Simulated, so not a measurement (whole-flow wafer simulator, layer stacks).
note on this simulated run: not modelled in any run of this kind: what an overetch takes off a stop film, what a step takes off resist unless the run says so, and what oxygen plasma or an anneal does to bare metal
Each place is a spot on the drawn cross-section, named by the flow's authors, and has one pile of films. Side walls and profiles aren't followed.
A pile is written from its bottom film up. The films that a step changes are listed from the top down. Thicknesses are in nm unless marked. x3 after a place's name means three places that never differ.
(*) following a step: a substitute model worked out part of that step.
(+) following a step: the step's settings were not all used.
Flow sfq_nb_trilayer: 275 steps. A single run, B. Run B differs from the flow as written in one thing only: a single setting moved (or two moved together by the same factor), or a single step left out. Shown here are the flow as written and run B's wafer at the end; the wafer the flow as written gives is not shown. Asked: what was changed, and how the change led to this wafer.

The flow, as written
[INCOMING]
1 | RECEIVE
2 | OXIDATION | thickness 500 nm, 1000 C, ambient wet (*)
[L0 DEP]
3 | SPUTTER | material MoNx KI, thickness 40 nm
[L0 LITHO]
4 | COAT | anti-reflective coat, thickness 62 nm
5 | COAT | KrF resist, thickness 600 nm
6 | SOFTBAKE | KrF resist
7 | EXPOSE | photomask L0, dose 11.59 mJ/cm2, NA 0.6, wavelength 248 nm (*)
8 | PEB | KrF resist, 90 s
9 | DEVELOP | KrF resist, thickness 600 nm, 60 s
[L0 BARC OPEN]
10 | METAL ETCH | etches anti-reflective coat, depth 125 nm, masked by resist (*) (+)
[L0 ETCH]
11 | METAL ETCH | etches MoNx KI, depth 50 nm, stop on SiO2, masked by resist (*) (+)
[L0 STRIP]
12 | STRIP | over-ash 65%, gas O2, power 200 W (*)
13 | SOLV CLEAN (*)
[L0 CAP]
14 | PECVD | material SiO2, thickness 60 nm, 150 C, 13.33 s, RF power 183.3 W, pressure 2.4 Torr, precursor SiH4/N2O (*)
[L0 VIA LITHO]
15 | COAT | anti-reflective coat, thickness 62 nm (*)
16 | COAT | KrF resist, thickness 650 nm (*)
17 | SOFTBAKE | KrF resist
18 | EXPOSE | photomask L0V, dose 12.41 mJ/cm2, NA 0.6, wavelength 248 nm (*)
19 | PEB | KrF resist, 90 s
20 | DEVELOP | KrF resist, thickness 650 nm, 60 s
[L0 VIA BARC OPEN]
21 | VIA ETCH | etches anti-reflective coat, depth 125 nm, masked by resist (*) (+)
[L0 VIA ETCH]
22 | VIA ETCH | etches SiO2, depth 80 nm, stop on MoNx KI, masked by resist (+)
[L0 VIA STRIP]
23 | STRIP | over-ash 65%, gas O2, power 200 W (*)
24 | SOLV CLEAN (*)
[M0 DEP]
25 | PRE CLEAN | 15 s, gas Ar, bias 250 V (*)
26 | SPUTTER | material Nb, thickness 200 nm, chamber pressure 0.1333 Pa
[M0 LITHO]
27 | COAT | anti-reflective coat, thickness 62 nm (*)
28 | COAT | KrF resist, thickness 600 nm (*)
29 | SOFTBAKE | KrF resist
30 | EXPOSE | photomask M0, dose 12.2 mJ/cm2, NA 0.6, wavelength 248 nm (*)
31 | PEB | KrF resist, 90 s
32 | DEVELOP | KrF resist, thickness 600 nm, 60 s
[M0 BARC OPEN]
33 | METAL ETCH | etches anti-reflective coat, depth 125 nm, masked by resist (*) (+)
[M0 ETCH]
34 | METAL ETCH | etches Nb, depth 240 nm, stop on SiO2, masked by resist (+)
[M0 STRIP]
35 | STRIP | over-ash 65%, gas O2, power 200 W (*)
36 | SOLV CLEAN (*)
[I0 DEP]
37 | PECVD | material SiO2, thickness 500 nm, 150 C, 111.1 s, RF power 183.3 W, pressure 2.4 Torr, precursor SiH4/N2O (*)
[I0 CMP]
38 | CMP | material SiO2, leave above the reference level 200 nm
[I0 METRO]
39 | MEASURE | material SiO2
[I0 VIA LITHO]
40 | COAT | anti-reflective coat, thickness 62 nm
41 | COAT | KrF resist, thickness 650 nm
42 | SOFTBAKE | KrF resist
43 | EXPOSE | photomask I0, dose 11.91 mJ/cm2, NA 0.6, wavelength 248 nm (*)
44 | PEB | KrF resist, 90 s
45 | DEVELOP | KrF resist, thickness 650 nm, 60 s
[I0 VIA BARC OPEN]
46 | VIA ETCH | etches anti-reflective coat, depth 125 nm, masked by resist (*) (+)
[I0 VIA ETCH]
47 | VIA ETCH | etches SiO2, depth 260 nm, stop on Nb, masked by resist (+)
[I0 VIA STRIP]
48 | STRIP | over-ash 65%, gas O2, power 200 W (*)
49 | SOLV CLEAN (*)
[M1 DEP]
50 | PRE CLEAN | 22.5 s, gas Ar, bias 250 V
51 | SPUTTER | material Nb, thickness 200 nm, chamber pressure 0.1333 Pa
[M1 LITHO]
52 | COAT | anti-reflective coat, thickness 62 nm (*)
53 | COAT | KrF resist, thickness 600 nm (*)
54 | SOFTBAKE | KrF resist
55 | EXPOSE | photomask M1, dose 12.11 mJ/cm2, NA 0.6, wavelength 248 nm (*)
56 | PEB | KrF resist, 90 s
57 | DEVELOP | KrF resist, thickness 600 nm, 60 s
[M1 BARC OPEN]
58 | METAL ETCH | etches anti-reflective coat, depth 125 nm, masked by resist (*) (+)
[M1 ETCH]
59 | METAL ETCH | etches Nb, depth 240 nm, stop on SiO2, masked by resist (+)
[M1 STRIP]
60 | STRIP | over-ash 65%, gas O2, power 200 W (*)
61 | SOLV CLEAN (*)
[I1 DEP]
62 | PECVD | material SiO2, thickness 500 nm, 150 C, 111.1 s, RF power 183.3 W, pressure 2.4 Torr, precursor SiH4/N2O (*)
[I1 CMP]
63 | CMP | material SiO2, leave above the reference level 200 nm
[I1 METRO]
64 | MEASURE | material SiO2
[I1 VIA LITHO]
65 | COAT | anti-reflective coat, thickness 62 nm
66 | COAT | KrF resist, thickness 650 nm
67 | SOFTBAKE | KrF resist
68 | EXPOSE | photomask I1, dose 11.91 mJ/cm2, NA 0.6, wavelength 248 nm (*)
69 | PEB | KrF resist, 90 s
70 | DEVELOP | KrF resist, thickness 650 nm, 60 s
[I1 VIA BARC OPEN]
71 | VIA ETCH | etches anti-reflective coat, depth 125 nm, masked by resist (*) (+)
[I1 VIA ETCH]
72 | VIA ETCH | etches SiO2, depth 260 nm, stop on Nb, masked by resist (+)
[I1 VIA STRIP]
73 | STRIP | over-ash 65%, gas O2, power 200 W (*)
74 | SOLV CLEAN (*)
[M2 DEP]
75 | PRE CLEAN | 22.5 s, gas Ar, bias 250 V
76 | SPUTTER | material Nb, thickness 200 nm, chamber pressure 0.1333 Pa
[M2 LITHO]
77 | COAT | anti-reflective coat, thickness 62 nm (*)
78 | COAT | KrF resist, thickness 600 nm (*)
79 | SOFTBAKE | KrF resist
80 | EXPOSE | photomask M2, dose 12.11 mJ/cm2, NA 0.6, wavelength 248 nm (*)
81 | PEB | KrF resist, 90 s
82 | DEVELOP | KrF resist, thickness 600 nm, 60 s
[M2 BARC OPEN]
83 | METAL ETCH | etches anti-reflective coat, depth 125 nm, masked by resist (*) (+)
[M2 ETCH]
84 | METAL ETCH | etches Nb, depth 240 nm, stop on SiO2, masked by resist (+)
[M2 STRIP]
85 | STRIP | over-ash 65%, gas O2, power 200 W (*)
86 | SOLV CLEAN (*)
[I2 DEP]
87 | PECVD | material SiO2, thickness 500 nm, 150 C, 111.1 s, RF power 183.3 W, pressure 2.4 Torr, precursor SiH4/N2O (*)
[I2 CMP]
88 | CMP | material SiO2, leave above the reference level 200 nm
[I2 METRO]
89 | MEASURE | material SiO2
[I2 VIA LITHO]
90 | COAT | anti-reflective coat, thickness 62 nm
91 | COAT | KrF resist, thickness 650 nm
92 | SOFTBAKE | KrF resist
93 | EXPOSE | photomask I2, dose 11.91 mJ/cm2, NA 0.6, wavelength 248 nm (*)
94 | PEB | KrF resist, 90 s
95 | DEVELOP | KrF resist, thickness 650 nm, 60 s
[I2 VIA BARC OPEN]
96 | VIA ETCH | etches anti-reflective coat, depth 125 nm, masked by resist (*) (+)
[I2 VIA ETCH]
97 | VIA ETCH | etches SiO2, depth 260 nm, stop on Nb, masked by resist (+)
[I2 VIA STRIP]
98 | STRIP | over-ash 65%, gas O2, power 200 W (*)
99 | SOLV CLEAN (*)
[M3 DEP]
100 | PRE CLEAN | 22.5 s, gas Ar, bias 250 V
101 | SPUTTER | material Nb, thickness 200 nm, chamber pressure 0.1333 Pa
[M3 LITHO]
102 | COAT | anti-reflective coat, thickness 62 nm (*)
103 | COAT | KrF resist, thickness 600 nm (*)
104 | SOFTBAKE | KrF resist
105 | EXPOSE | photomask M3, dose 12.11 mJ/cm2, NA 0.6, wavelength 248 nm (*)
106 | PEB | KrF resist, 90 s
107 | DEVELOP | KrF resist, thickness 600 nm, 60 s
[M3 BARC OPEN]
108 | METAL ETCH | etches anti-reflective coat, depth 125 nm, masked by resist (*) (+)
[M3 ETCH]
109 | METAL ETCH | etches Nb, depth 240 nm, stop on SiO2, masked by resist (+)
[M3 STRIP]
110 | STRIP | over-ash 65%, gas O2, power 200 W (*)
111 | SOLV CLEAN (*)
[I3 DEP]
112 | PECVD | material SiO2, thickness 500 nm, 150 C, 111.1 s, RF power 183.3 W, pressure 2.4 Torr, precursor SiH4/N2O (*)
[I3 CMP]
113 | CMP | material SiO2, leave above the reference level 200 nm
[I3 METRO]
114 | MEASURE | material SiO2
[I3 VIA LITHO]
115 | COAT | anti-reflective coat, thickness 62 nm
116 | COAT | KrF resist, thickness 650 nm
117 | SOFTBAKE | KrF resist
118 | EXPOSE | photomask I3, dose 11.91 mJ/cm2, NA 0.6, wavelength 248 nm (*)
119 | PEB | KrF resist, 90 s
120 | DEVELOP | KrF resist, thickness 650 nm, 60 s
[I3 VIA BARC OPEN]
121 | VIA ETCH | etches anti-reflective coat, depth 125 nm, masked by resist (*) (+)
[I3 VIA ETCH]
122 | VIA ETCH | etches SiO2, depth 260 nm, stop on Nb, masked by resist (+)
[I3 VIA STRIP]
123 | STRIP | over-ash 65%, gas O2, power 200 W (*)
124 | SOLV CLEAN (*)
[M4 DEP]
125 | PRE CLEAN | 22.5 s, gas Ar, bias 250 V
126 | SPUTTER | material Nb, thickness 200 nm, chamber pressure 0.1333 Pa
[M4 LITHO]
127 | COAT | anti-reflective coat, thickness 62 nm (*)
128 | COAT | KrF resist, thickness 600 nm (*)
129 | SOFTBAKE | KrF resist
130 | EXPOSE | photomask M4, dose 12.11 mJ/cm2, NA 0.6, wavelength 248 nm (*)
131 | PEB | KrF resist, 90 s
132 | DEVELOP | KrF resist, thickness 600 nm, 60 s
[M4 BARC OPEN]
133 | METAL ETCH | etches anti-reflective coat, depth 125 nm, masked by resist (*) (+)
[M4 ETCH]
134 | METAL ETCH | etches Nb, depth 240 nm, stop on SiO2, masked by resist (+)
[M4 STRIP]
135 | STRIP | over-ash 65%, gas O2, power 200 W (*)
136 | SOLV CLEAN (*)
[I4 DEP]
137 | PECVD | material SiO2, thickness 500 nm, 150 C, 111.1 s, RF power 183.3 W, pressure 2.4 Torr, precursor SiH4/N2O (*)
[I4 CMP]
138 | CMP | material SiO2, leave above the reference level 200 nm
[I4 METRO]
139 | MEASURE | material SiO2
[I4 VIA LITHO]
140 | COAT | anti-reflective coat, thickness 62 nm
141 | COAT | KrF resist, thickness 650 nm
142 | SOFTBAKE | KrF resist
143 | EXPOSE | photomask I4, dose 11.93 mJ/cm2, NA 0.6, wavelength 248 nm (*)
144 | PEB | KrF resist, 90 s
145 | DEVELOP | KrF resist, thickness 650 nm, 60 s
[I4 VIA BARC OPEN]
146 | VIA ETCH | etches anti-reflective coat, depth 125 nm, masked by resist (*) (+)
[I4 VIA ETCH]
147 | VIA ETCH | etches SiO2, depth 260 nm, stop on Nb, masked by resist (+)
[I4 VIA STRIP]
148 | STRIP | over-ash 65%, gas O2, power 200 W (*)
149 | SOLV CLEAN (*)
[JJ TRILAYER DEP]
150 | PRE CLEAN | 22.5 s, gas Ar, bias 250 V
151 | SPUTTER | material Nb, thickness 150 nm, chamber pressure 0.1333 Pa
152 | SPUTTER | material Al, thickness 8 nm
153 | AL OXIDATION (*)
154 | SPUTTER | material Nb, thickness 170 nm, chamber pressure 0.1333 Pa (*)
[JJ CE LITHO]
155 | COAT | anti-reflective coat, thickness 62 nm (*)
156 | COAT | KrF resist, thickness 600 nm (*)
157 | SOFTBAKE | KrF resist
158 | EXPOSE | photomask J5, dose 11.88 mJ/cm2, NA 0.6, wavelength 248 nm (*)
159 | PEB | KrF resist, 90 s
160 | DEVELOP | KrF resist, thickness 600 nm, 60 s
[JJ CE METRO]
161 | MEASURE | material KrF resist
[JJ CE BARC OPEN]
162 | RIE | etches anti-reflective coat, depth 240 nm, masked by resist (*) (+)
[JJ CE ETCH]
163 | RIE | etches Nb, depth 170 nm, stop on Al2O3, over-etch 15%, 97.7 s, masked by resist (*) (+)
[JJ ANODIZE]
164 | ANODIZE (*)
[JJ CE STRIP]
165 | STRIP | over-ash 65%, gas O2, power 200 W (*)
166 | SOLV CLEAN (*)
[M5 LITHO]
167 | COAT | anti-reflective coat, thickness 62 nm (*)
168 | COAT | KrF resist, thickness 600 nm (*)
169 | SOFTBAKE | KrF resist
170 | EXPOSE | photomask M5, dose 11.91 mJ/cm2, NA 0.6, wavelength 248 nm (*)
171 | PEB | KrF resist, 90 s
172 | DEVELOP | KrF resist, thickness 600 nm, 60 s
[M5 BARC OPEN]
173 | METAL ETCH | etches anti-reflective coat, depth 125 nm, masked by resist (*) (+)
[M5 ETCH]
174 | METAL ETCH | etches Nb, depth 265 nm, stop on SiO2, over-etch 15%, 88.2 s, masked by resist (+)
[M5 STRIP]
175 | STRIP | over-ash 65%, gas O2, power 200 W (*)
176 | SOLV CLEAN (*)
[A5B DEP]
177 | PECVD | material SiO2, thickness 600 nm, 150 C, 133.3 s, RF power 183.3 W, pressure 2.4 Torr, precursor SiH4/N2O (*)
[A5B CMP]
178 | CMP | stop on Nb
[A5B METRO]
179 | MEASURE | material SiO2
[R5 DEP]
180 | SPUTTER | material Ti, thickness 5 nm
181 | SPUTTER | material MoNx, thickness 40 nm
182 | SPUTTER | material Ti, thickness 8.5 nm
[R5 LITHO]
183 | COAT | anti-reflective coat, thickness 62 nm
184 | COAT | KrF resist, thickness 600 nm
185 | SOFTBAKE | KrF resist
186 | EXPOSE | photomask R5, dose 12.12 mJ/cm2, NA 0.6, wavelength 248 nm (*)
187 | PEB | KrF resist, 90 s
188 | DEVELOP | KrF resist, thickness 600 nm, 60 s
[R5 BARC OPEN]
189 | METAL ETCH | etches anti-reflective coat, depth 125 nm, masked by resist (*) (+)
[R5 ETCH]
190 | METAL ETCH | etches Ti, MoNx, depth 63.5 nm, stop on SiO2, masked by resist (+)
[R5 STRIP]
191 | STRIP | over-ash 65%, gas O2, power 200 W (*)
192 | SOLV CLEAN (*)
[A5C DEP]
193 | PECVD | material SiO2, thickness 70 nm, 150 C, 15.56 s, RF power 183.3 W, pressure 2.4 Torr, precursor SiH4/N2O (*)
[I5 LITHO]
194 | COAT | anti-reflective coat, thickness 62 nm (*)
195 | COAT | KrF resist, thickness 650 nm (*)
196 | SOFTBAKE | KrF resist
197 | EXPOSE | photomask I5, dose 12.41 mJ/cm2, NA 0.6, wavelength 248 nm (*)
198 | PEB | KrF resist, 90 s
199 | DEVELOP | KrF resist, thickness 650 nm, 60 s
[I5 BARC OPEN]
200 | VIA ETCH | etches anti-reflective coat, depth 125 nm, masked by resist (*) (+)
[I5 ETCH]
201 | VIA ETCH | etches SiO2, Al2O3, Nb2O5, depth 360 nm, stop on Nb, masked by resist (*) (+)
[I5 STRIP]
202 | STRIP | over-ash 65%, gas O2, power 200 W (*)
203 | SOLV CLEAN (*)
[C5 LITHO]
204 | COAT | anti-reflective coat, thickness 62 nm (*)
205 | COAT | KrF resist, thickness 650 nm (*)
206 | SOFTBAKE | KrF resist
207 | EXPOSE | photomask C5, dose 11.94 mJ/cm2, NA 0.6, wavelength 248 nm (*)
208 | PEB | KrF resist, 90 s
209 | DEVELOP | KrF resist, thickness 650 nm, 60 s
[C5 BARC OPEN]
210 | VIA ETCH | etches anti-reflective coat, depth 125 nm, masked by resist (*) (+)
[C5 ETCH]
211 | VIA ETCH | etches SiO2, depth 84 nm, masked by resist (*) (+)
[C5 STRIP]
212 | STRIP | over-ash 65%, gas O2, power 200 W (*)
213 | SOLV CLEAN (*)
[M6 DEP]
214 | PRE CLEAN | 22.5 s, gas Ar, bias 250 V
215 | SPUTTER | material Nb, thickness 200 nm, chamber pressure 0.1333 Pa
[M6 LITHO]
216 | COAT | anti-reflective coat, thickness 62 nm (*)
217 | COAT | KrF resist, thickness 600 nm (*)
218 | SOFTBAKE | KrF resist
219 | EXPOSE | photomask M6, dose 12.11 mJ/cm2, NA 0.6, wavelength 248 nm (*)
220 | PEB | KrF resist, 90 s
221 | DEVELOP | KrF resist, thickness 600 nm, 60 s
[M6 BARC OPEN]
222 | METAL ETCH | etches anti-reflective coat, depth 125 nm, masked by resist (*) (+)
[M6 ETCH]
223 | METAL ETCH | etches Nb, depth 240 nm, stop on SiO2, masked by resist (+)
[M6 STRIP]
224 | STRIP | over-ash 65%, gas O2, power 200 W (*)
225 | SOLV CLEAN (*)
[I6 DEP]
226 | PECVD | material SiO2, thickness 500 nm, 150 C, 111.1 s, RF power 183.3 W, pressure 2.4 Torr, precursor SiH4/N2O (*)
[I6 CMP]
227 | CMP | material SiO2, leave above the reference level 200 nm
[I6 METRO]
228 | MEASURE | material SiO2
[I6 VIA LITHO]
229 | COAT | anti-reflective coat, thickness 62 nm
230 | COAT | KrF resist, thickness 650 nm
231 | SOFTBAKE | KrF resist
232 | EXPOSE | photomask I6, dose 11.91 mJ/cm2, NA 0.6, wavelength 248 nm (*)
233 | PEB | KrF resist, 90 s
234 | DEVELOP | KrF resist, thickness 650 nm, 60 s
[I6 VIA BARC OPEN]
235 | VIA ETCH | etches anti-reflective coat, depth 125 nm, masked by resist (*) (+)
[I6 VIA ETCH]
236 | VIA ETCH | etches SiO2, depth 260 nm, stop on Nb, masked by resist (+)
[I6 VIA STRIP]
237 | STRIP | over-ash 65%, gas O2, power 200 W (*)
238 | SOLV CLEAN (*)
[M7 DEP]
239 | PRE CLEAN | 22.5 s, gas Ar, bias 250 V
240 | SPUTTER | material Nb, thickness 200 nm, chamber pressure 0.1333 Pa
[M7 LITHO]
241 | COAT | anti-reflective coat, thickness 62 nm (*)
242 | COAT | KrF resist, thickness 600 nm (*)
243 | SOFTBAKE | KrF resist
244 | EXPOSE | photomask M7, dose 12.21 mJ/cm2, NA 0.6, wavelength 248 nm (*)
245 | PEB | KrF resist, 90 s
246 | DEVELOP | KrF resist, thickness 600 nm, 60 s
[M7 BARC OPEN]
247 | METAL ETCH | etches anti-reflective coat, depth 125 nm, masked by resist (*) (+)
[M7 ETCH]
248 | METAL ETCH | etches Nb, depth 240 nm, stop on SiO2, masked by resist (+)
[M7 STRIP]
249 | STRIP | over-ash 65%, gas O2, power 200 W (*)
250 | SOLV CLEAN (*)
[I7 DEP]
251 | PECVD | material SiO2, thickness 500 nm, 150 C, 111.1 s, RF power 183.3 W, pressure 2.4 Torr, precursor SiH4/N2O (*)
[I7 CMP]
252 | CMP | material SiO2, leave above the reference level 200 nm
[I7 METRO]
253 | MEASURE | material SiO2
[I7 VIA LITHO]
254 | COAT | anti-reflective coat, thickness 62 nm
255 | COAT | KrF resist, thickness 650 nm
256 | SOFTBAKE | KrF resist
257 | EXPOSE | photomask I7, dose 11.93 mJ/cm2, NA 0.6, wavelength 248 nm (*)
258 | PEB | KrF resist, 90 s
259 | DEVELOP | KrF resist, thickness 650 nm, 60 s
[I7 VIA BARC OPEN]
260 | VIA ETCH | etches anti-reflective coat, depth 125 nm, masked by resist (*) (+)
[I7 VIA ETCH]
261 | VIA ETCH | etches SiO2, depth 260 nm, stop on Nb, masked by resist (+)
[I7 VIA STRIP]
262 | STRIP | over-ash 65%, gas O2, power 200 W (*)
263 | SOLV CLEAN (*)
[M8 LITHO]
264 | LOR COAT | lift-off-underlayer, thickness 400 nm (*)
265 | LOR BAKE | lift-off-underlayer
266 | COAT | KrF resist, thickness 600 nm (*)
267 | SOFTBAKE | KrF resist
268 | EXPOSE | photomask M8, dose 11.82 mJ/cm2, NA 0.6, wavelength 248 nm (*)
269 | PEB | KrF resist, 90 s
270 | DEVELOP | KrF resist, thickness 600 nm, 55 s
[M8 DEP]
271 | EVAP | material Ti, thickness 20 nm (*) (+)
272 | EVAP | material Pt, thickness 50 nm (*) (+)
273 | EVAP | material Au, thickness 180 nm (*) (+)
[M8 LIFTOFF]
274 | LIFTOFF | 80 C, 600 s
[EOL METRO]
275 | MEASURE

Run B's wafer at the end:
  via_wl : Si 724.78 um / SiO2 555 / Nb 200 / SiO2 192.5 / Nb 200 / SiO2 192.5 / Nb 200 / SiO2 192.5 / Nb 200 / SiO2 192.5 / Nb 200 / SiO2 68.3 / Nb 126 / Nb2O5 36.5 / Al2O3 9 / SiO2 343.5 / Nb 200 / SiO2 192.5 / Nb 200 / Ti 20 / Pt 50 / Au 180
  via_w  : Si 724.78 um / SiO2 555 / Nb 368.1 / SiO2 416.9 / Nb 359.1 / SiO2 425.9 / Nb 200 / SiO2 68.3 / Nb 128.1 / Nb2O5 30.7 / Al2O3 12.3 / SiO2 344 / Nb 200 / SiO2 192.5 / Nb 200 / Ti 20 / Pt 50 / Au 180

Cause: step 147, VIA ETCH: depth 124 nm was run, while the flow as written has depth 260 nm.

Step by step, how the change led to this:
  147 | VIA ETCH | etches SiO2, depth 260 nm, stop on Nb, masked by resist (+)
      via_wl, via_w, via_wr: -124 SiO2 (in the flow as written it would be: -199.8 SiO2 (all of it))
      field_l, v_sur, via_sp and 100 more: -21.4 KrF resist (in the flow as written it would be: -44.8 KrF resist)
  148 | STRIP | over-ash 65%, gas O2, power 200 W (*)
      field_l, v_sur, via_sp and 100 more: -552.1 KrF resist (all of it), -62 anti-reflective coat (all of it) (in the flow as written it would be: -528.6 KrF resist (all of it), -62 anti-reflective coat (all of it))
  150 | PRE CLEAN | 22.5 s, gas Ar, bias 250 V
      via_wl, via_w, via_wr: -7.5 SiO2 (in the flow as written it would be: -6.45 Nb)
  151 | SPUTTER | material Nb, thickness 150 nm, chamber pressure 0.1333 Pa
      via_wl, via_w, via_wr: +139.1 Nb (new film) (in the flow as written it would be: +130.4 Nb)
  152 | SPUTTER | material Al, thickness 8 nm
      via_wl, via_wr: +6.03 Al (new film) (in the flow as written it would be: +5.14 Al (new film))
      via_w: +7.79 Al (new film) (in the flow as written it would be: +7.12 Al (new film))
  154 | SPUTTER | material Nb, thickness 170 nm, chamber pressure 0.1333 Pa (*)
      via_wl, via_wr: +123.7 Nb (new film) (in the flow as written it would be: +140.7 Nb (new film))
      via_w: +165.9 Nb (new film) (in the flow as written it would be: +141 Nb (new film))
  155 | COAT | anti-reflective coat, thickness 62 nm (*)
      via_wl, via_wr: +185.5 anti-reflective coat (new film) (in the flow as written it would be: +209.4 anti-reflective coat (new film))
      v_sur: +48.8 anti-reflective coat (new film) (in the flow as written it would be: +45.1 anti-reflective coat (new film))
      (as well as at 2 more places)
  156 | COAT | KrF resist, thickness 600 nm (*)
      via_wl: +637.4 KrF resist (new film) (in the flow as written it would be: +663 KrF resist (new film))
      via_w: +683.1 KrF resist (new film) (in the flow as written it would be: +763.8 KrF resist (new film))
      (as well as at 1 more place)
  160 | DEVELOP | KrF resist, thickness 600 nm, 60 s
      via_wl: -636 KrF resist (all of it) (in the flow as written it would be: -661.6 KrF resist (all of it))
      via_w: -681.7 KrF resist (all of it) (in the flow as written it would be: -762.1 KrF resist (all of it))
      (as well as at 1 more place)
  162 | RIE | etches anti-reflective coat, depth 240 nm, masked by resist (*) (+)
      ce_l, c5j, ce_r, wl_jj: -185.5 KrF resist (in the flow as written it would be: -209.4 KrF resist)
      via_wl, via_wr: -185.5 anti-reflective coat (all of it) (in the flow as written it would be: -209.4 anti-reflective coat (all of it))
      (as well as at 3 more places)
  163 | RIE | etches Nb, depth 170 nm, stop on Al2O3, over-etch 15%, 97.7 s, masked by resist (*) (+)
      via_w: -165.9 Nb (all of it), -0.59 Al2O3 (in the flow as written it would be: -141 Nb (all of it), -0.96 Al2O3 (all of it))
      via_wl, via_wr: -123.7 Nb (all of it), -0.96 Al2O3 (all of it) (in the flow as written it would be: -140.7 Nb (all of it), -0.96 Al2O3 (all of it))
  164 | ANODIZE (*)
      via_w: +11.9 Al2O3, +30.7 Nb2O5 (new film), -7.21 Al (all of it), -11 Nb (in the flow as written it would be: +10.8 Al2O3 (new film), +33.3 Nb2O5 (new film), -6.54 Al (all of it), -12 Nb)
      via_wl, via_wr: +9 Al2O3 (new film), +36.5 Nb2O5 (new film), -5.45 Al (all of it), -13.1 Nb (in the flow as written it would be: +7.52 Al2O3 (new film), +39.2 Nb2O5 (new film), -4.56 Al (all of it), -14.1 Nb)
  165 | STRIP | over-ash 65%, gas O2, power 200 W (*)
      c5j, ce_r: -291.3 KrF resist (all of it), -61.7 anti-reflective coat (all of it) (in the flow as written it would be: -266.9 KrF resist (all of it), -61.5 anti-reflective coat (all of it))
      ce_l: -291.2 KrF resist (all of it), -61.7 anti-reflective coat (all of it) (in the flow as written it would be: -266.8 KrF resist (all of it), -61.4 anti-reflective coat (all of it))
      (as well as at 1 more place)
  167 | COAT | anti-reflective coat, thickness 62 nm (*)
      via_wl: +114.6 anti-reflective coat (new film) (in the flow as written it would be: +170.5 anti-reflective coat (new film))
      via_w: +74.6 anti-reflective coat (new film) (in the flow as written it would be: +84.1 anti-reflective coat (new film))
      (as well as at 2 more places)
  168 | COAT | KrF resist, thickness 600 nm (*)
      v_sur: +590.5 KrF resist (new film) (in the flow as written it would be: +577.9 KrF resist (new film))
      via_w: +681.2 KrF resist (new film) (in the flow as written it would be: +732.6 KrF resist (new film))
  175 | STRIP | over-ash 65%, gas O2, power 200 W (*)
      v_sur: -361.7 KrF resist (all of it), -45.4 anti-reflective coat (all of it) (in the flow as written it would be: -349.2 KrF resist (all of it), -44.9 anti-reflective coat (all of it))
      via_wl: -417.9 KrF resist (all of it), -114.6 anti-reflective coat (all of it) (in the flow as written it would be: -427 KrF resist (all of it), -170.5 anti-reflective coat (all of it))
      (as well as at 3 more places)
  178 | CMP | stop on Nb
      via_wl, via_wr: -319 SiO2 (in the flow as written it would be: -235.7 SiO2)
      via_w: -318.5 SiO2 (in the flow as written it would be: -235.2 SiO2)
With metal films that touch counted as one body, via_wl has 8 bodies (between them, from the top down: SiO2 192.5; SiO2 343.5 / Al2O3 9 / Nb2O5 36.5; SiO2 68.3; SiO2 192.5; SiO2 192.5; SiO2 192.5; SiO2 192.5); the flow as written gives 7 bodies (between them, from the top down: SiO2 192.5; SiO2 426.8 / Al2O3 7.52 / Nb2O5 39.2; SiO2 192.5; SiO2 192.5; SiO2 192.5; SiO2 192.5).
With metal films that touch counted as one body, via_w has 6 bodies (between them, from the top down: SiO2 192.5; SiO2 344 / Al2O3 12.3 / Nb2O5 30.7; SiO2 68.3; SiO2 425.9; SiO2 416.9); the flow as written gives 5 bodies (between them, from the top down: SiO2 192.5; SiO2 427.3 / Al2O3 10.8 / Nb2O5 33.3; SiO2 425.9; SiO2 416.9).
